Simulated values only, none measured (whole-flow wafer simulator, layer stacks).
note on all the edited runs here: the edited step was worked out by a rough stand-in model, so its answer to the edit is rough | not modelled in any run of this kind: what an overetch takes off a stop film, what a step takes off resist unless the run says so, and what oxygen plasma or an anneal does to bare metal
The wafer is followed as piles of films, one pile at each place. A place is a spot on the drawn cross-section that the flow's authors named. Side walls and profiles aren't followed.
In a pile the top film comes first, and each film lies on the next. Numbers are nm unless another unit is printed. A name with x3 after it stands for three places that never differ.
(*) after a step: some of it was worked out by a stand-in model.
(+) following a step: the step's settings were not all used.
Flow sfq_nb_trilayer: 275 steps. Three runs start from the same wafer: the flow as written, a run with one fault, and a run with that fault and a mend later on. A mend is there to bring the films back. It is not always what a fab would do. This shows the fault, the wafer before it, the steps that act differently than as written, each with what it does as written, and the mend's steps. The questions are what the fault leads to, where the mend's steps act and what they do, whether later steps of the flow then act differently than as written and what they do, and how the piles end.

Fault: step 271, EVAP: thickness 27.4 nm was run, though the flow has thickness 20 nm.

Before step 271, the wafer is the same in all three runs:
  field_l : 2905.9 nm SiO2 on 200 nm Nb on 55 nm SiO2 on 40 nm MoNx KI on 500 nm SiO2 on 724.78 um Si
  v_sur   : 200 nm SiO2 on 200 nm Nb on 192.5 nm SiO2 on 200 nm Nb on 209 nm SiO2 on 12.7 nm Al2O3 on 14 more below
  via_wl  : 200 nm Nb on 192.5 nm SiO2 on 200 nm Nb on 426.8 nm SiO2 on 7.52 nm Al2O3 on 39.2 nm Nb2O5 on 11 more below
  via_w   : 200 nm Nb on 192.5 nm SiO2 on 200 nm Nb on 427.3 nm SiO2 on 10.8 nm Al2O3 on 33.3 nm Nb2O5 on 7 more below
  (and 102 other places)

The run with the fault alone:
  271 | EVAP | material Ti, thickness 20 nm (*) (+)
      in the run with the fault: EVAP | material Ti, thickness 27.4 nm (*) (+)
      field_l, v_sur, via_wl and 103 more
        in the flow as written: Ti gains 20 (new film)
        in the run with the fault: Ti gains 27.4 (new film)
  Steps later in the flow that act otherwise than as written:
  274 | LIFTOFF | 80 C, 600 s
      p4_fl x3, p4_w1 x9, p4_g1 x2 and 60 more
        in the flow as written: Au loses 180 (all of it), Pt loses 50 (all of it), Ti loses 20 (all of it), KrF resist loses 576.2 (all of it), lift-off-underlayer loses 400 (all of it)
        in the run with the fault: Au loses 180 (all of it), Pt loses 50 (all of it), Ti loses 27.4 (all of it), KrF resist loses 576.2 (all of it), lift-off-underlayer loses 400 (all of it)
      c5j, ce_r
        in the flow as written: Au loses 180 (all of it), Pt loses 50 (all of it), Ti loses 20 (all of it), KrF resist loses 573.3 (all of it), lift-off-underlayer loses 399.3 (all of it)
        in the run with the fault: Au loses 180 (all of it), Pt loses 50 (all of it), Ti loses 27.4 (all of it), KrF resist loses 573.3 (all of it), lift-off-underlayer loses 399.3 (all of it)
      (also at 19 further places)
  The piles end different from the flow's at field_l, v_sur, via_wl and 8 more by more than 2% or 0.5 nm, whichever is larger.
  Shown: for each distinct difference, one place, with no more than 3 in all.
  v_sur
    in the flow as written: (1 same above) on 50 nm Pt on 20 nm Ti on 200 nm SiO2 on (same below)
    in the run with the fault: (1 same above) on 50 nm Pt on 27.4 nm Ti on 200 nm SiO2 on (same below)
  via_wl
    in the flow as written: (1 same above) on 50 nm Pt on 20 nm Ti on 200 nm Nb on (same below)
    in the run with the fault: (1 same above) on 50 nm Pt on 27.4 nm Ti on 200 nm Nb on (same below)
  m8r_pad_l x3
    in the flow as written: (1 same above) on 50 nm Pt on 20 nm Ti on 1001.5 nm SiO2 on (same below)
    in the run with the fault: (1 same above) on 50 nm Pt on 27.4 nm Ti on 1001.5 nm SiO2 on (same below)

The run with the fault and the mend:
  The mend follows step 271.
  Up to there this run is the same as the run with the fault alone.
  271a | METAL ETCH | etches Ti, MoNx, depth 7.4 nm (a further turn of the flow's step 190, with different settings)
      field_l, v_sur, via_wl and 103 more
        Ti loses 7.4
  None of the later steps of the flow acts differently than as written at any place that is followed.
  By the end, the piles equal the flow's at every place that both follow.
